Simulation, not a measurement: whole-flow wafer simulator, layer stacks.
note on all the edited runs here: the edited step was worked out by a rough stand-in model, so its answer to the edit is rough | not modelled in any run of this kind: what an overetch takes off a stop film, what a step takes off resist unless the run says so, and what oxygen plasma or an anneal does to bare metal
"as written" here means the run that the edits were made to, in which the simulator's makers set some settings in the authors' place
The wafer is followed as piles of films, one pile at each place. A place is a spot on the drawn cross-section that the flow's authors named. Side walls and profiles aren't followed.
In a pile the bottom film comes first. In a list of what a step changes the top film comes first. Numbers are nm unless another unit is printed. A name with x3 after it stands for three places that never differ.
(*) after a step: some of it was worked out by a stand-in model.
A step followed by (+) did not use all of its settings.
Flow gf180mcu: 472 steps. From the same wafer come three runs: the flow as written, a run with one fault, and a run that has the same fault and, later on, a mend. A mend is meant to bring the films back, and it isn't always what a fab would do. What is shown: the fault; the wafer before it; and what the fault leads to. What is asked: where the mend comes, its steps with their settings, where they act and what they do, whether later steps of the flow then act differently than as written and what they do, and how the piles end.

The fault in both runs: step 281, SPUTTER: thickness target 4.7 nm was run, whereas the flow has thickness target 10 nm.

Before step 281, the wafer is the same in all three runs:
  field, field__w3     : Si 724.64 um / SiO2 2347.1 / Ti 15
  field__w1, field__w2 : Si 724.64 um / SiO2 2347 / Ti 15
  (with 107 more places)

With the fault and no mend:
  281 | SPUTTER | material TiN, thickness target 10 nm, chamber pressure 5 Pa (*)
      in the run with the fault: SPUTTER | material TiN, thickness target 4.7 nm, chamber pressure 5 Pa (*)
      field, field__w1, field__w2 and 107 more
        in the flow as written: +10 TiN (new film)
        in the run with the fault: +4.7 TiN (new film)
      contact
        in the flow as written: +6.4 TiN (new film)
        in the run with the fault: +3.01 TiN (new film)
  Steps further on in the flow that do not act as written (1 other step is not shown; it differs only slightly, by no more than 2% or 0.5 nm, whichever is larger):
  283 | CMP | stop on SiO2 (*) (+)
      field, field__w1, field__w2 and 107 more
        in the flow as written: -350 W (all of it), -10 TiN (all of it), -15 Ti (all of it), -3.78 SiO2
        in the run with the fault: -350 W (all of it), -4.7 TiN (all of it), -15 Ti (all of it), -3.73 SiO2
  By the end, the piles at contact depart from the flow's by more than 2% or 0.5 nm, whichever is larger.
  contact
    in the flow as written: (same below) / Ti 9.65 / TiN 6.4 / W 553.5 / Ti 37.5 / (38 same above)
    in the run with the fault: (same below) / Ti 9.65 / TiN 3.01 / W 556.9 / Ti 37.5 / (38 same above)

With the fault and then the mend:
  After step 281 comes the mend.
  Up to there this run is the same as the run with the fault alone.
  281a | SPUTTER | material TiN, thickness target 5.3 nm, chamber pressure 5 Pa (*) (the flow's step 281, run once more with other settings)
      field, field__w1, field__w2 and 107 more
        +5.3 TiN
      contact
        +3.39 TiN
  Every later step of the flow that is run acts as written at every place that is followed.
  The piles end the same as the flow's at every place that both follow.
